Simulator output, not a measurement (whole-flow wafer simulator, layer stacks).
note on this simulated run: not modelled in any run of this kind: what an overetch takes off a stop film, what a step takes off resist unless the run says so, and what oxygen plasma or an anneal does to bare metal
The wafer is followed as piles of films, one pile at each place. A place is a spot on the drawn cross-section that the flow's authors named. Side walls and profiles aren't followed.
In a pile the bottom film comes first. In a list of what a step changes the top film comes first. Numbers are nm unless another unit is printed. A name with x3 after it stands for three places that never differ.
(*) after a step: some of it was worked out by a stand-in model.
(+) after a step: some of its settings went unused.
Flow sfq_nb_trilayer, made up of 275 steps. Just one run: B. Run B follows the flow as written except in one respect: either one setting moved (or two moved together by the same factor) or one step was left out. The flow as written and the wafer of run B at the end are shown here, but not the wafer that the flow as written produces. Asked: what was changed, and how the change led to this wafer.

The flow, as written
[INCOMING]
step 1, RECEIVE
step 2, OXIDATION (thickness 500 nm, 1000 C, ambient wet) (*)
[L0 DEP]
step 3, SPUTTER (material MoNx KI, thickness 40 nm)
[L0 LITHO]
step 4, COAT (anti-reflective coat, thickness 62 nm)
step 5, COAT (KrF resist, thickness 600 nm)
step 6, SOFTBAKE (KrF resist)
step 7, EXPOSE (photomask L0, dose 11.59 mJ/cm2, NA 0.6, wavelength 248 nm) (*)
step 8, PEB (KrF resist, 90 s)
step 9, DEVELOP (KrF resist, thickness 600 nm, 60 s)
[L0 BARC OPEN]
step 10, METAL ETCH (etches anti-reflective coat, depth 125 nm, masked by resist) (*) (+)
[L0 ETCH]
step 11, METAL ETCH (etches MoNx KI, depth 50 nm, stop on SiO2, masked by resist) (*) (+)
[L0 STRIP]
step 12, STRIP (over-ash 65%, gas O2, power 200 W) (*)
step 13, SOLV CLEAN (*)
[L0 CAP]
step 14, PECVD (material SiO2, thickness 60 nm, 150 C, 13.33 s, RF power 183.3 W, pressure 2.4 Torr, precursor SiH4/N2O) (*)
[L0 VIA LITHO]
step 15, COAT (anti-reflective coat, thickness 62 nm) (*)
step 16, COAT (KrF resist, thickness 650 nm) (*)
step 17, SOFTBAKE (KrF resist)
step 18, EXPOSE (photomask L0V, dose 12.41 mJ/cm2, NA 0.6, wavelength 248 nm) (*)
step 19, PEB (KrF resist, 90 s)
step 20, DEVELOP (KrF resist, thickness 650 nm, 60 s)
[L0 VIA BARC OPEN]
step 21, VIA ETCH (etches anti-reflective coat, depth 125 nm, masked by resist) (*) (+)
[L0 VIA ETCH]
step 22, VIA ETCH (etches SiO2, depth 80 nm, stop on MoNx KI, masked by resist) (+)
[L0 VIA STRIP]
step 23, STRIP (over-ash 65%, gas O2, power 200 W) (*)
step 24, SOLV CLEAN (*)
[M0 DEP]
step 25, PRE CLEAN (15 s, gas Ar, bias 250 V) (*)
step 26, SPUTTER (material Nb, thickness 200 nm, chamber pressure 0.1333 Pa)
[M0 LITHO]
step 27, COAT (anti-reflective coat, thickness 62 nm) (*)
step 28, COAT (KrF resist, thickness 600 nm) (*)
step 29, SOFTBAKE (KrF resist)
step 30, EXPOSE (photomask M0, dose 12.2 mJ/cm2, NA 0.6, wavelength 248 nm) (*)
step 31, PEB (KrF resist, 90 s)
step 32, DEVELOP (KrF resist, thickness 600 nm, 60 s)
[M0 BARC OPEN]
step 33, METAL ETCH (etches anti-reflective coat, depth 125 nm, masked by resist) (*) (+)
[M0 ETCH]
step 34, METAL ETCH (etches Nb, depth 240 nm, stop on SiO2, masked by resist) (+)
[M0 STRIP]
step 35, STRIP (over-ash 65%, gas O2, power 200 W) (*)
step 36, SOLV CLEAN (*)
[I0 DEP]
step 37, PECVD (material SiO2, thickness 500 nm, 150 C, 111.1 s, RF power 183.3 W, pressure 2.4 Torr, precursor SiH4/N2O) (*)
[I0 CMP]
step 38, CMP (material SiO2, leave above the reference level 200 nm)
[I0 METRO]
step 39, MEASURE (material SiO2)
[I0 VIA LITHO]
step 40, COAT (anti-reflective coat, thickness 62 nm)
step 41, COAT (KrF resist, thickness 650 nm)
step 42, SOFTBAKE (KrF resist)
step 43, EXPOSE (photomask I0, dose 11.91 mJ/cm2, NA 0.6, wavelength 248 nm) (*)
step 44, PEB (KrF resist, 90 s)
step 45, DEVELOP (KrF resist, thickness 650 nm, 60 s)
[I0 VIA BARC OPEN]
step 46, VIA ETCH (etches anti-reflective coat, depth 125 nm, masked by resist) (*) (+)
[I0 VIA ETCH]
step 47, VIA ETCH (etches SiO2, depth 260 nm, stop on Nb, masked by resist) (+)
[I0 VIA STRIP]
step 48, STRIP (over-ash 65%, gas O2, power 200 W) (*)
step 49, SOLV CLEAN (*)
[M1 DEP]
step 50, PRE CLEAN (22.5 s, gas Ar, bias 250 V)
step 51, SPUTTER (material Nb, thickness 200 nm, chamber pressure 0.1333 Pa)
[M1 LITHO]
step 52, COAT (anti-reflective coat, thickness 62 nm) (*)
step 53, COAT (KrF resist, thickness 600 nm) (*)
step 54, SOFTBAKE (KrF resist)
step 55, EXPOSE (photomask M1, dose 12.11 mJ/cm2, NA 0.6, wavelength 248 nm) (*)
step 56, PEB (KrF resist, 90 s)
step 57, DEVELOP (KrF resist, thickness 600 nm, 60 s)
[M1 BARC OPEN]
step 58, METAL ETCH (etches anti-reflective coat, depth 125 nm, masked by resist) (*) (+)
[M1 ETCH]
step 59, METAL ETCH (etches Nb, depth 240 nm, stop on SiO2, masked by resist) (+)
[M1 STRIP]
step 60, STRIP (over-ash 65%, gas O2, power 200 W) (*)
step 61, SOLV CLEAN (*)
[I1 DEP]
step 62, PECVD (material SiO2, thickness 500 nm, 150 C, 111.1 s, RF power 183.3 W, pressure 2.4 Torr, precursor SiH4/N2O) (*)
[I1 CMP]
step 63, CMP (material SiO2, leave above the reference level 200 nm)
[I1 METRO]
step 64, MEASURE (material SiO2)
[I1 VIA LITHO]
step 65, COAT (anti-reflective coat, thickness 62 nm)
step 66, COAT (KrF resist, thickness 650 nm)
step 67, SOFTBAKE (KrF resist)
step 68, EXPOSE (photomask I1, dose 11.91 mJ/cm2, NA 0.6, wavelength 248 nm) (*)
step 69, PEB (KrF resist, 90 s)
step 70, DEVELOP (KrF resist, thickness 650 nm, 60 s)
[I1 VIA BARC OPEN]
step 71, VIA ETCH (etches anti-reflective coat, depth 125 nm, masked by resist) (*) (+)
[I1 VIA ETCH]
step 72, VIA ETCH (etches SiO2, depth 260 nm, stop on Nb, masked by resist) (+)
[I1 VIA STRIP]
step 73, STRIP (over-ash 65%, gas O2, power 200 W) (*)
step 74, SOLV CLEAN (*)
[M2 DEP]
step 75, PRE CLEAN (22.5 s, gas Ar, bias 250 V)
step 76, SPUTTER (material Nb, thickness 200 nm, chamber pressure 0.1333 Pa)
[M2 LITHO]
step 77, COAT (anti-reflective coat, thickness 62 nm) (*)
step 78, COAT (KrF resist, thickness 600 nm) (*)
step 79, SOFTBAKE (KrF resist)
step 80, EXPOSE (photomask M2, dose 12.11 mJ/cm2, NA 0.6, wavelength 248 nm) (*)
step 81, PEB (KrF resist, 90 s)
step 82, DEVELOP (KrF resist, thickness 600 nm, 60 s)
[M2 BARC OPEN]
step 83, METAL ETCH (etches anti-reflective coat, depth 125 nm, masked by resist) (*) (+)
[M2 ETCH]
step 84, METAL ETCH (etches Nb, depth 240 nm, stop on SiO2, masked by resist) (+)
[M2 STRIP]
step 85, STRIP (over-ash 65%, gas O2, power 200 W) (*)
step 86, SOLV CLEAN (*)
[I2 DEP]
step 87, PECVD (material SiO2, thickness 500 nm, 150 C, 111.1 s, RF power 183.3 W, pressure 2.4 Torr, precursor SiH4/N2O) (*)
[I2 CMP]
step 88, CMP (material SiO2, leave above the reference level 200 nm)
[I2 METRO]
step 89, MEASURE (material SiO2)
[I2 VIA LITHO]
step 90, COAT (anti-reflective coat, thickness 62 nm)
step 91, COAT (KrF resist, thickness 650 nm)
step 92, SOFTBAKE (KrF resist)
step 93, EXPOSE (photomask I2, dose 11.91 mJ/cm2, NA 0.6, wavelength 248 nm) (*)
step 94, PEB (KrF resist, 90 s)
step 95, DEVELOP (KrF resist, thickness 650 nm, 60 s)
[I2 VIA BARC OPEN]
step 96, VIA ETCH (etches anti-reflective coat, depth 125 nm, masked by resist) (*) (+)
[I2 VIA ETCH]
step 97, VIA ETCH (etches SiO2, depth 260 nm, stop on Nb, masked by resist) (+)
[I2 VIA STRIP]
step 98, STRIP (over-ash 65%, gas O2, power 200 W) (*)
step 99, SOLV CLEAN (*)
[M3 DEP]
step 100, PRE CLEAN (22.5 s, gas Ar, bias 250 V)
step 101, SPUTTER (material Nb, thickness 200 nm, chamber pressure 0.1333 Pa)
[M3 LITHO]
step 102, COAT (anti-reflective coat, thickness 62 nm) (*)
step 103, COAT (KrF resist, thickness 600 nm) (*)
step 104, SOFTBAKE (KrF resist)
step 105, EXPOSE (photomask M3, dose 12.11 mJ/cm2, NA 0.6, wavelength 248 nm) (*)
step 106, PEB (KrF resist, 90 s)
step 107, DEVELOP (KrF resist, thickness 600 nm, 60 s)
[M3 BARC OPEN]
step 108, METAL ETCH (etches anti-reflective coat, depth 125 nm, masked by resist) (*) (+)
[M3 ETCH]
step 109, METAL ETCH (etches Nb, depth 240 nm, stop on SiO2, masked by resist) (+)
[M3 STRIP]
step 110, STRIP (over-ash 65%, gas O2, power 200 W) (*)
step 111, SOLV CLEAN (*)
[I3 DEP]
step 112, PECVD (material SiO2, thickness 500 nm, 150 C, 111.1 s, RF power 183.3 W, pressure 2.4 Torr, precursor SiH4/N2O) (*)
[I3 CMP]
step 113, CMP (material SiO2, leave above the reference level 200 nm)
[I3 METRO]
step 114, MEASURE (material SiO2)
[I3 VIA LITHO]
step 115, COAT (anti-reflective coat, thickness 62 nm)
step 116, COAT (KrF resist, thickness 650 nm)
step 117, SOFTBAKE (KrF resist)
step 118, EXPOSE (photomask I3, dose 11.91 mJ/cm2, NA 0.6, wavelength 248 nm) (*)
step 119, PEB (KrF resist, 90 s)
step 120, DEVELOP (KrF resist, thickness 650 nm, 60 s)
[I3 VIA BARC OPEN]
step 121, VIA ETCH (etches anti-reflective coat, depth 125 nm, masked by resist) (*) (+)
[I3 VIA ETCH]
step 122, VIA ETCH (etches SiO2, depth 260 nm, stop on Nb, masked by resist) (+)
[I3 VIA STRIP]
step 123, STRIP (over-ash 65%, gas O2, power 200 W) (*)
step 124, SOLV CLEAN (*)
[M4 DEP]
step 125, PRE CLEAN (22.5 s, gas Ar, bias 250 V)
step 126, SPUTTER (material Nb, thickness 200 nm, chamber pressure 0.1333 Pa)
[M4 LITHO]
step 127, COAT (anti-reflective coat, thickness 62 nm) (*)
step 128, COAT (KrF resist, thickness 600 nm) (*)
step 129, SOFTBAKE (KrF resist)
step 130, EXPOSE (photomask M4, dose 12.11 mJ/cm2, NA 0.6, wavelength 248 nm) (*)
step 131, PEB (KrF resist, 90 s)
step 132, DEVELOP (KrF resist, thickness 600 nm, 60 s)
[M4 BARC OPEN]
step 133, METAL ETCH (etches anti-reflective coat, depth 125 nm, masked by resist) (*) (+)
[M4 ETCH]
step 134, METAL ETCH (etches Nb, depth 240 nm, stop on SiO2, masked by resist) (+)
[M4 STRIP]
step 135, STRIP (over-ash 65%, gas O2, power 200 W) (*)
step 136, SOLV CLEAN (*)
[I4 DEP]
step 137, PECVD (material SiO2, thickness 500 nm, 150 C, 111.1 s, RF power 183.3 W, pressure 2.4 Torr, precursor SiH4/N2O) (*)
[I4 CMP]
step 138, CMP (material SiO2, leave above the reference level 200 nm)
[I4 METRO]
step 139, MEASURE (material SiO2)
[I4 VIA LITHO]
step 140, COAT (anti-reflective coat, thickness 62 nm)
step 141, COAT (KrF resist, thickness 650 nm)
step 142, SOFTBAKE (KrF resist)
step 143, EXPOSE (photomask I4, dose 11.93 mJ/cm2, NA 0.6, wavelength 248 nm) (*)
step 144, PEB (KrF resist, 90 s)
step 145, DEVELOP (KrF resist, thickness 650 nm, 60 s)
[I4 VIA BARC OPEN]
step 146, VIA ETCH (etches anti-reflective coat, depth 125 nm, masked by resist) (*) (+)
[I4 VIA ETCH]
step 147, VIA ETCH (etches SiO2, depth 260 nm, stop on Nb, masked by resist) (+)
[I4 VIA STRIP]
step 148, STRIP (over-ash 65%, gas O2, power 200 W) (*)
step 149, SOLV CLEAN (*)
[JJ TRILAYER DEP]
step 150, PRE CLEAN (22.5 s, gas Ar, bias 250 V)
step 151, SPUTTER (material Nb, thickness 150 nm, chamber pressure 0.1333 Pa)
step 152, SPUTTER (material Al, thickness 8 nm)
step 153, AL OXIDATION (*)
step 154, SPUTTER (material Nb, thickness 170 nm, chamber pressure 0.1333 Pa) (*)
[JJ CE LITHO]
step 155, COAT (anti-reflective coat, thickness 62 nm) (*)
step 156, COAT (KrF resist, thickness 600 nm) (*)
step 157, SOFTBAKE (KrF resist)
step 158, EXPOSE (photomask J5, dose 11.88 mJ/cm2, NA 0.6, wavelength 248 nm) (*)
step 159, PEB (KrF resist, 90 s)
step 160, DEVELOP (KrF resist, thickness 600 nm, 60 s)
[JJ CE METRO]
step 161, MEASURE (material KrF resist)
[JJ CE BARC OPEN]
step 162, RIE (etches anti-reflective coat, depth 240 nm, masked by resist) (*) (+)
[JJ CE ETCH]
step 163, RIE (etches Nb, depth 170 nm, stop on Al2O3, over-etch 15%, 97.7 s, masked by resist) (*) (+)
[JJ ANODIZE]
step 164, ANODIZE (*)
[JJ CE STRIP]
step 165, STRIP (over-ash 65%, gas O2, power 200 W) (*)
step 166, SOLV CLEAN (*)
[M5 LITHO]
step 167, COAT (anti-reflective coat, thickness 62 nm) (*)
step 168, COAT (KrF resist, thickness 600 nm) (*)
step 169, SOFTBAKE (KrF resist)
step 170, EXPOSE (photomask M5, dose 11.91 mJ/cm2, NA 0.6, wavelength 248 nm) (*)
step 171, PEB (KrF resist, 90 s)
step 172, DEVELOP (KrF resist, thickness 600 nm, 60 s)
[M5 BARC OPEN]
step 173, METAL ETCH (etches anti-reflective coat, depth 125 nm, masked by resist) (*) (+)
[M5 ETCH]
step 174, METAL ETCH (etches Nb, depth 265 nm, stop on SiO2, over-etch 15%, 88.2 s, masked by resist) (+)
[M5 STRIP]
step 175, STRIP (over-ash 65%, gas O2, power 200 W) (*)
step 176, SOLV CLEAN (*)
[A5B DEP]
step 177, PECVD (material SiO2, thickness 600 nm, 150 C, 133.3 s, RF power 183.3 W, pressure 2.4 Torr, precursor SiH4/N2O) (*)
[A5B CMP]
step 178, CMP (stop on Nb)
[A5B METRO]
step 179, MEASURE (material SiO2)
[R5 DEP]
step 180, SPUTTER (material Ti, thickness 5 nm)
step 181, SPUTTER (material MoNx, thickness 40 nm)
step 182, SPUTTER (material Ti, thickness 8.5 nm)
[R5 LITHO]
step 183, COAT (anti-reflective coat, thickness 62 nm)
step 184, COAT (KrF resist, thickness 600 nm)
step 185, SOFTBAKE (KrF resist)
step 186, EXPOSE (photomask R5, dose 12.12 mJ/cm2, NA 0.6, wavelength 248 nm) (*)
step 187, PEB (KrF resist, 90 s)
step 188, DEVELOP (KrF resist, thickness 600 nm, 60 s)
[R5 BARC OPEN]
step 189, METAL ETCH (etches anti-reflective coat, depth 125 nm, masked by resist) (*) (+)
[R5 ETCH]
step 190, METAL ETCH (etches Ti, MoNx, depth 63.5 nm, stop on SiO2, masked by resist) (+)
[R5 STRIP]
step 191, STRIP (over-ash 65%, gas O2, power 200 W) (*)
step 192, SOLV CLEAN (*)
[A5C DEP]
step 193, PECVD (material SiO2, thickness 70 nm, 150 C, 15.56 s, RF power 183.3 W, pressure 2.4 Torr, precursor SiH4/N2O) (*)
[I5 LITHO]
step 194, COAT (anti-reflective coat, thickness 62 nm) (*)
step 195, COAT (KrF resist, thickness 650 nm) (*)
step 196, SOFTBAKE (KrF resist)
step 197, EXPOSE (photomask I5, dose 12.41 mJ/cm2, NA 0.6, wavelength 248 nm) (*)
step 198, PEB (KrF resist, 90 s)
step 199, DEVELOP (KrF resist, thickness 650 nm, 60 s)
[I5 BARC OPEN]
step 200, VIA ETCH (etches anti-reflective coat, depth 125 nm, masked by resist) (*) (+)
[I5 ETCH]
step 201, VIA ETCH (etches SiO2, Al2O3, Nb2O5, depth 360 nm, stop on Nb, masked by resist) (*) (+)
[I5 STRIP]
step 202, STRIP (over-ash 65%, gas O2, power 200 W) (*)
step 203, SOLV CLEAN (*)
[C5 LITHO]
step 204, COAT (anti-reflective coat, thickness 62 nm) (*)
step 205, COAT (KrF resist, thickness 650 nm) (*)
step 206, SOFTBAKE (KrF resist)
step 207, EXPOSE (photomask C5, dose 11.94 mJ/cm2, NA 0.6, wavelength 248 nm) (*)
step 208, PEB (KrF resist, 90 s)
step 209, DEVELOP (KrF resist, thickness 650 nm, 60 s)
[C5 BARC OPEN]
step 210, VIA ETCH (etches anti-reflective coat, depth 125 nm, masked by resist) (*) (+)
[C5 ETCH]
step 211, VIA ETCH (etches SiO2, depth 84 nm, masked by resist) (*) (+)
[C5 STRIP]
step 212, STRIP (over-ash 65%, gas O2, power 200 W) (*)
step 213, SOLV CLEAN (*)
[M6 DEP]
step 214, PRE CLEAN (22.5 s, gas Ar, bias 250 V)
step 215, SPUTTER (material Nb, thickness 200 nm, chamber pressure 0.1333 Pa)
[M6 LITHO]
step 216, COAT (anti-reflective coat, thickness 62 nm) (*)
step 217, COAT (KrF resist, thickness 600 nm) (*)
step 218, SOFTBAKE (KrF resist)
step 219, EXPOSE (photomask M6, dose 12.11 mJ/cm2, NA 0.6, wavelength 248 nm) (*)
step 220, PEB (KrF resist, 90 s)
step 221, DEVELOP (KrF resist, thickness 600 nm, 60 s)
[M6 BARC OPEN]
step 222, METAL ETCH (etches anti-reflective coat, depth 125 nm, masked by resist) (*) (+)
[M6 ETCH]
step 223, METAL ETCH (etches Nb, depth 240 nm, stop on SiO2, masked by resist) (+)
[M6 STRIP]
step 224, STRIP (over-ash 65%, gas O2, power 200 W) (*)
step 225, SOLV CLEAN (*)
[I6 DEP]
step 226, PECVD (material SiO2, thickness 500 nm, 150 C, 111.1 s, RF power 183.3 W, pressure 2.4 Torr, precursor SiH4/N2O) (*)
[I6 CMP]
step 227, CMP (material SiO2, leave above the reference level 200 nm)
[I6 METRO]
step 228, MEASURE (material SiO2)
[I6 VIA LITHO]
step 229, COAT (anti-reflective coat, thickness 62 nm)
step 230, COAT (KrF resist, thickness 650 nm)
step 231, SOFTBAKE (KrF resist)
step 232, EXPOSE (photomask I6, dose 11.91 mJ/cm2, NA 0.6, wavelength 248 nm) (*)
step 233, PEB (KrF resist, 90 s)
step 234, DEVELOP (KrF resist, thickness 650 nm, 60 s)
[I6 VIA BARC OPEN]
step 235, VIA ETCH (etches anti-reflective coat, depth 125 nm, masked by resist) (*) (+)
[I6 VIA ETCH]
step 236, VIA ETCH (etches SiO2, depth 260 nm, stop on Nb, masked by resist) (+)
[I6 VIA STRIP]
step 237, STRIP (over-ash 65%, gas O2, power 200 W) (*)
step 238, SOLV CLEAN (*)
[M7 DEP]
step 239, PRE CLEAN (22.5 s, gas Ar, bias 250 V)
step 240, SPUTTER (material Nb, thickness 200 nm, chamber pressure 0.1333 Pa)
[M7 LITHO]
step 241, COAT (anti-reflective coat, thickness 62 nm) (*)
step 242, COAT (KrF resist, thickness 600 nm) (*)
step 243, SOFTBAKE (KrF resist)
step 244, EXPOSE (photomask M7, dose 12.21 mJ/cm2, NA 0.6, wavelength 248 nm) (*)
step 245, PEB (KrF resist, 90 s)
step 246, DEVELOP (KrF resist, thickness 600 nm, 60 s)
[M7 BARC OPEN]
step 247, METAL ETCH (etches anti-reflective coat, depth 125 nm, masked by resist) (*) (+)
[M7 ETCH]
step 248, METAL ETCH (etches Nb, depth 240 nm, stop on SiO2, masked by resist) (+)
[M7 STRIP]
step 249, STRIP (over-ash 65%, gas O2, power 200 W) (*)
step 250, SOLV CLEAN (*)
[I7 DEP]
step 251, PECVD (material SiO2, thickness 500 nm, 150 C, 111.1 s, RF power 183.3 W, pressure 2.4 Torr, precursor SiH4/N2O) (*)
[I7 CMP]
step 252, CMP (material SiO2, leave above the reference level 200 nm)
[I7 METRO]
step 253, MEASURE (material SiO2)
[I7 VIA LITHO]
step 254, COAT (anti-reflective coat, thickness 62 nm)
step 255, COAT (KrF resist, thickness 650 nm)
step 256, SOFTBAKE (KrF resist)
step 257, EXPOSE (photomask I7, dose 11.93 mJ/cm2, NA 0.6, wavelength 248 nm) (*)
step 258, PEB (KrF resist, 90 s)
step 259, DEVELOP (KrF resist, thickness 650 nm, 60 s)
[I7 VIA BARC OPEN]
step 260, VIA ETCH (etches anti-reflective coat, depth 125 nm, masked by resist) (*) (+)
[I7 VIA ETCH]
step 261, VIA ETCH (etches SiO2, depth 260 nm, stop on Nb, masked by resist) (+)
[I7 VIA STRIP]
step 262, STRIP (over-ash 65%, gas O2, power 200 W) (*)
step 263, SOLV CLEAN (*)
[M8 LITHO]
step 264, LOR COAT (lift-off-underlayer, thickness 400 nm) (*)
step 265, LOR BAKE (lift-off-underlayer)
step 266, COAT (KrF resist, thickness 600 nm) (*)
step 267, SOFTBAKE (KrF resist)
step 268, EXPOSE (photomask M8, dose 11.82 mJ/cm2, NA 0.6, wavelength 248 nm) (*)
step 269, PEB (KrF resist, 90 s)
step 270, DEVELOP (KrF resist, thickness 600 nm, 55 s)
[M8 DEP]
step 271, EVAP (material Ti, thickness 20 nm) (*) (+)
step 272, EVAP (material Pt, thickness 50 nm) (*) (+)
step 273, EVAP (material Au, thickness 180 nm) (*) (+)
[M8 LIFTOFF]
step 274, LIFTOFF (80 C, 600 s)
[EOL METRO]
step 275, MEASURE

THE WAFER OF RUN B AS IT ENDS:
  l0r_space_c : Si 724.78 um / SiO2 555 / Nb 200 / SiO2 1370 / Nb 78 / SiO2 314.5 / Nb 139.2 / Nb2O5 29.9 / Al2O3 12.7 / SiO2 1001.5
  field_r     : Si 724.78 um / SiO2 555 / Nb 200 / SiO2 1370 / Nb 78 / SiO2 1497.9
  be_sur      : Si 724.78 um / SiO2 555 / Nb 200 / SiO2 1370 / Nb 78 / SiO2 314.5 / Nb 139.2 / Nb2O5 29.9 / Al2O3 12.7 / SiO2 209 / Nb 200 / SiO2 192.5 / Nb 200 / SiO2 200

Cause: step 134, METAL ETCH: depth 122 nm was run, while the flow as written has depth 240 nm.

The path from the change to this, step by step:
  step 134, METAL ETCH (etches Nb, depth 240 nm, stop on SiO2, masked by resist) (+)
      field_l, be, be_sur and 64 more: Nb loses 122 (as written it would have been: Nb loses 200 (all of it))
      v_sur, via_wl, via_w and 36 more: KrF resist loses 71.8 (as written it would have been: KrF resist loses 141.2)
  step 135, STRIP (over-ash 65%, gas O2, power 200 W) (*)
      p4_fl x3, p4_w1 x3, p4_g1 x2 and 21 more: KrF resist loses 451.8 (all of it), anti-reflective coat loses 62 (all of it) (as written it would have been: KrF resist loses 382.4 (all of it), anti-reflective coat loses 62 (all of it))
      ln_m5, lsp_m: KrF resist loses 451.3 (all of it), anti-reflective coat loses 61.8 (all of it) (as written it would have been: KrF resist loses 381.9 (all of it), anti-reflective coat loses 61.8 (all of it))
      (as well as at 8 more places)
  step 137, PECVD (material SiO2, thickness 500 nm, 150 C, 111.1 s, RF power 183.3 W, pressure 2.4 Torr, precursor SiH4/N2O) (*)
      field_l, be, be_sur and 55 more: SiO2 gains 500 (new film) (as written it would have been: SiO2 gains 500)
      p3_s0, p3_s1, p3_s2, p3_s3, p3_s4, p3_s5: SiO2 gains 500 (new film) (as written it would have been: SiO2 gains 557.1)
      (as well as at 3 more places)
  step 138, CMP (material SiO2, leave above the reference level 200 nm)
      field_l, be, be_sur and 55 more: SiO2 loses 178 (as written it would have been: SiO2 loses 100)
      p3_s0, p3_s1, p3_s2, p3_s3, p3_s4, p3_s5: SiO2 loses 178 (as written it would have been: SiO2 loses 157.1)
      (as well as at 3 more places)
If metal films that touch count as one body, l0r_space_c has 3 bodies (between them, from the top down: SiO2 314.5; SiO2 1370); the flow as written gives 2 bodies (between them, from the top down: SiO2 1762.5).
If metal films that touch count as one body, field_r has 2 bodies (between them, from the top down: SiO2 1370); the flow as written gives 1 body.
If metal films that touch count as one body, be_sur has 5 bodies (between them, from the top down: SiO2 192.5; SiO2 209 / Al2O3 12.7 / Nb2O5 29.9; SiO2 314.5; SiO2 1370); the flow as written gives 4 bodies (between them, from the top down: SiO2 192.5; SiO2 209 / Al2O3 12.7 / Nb2O5 29.9; SiO2 1762.5).
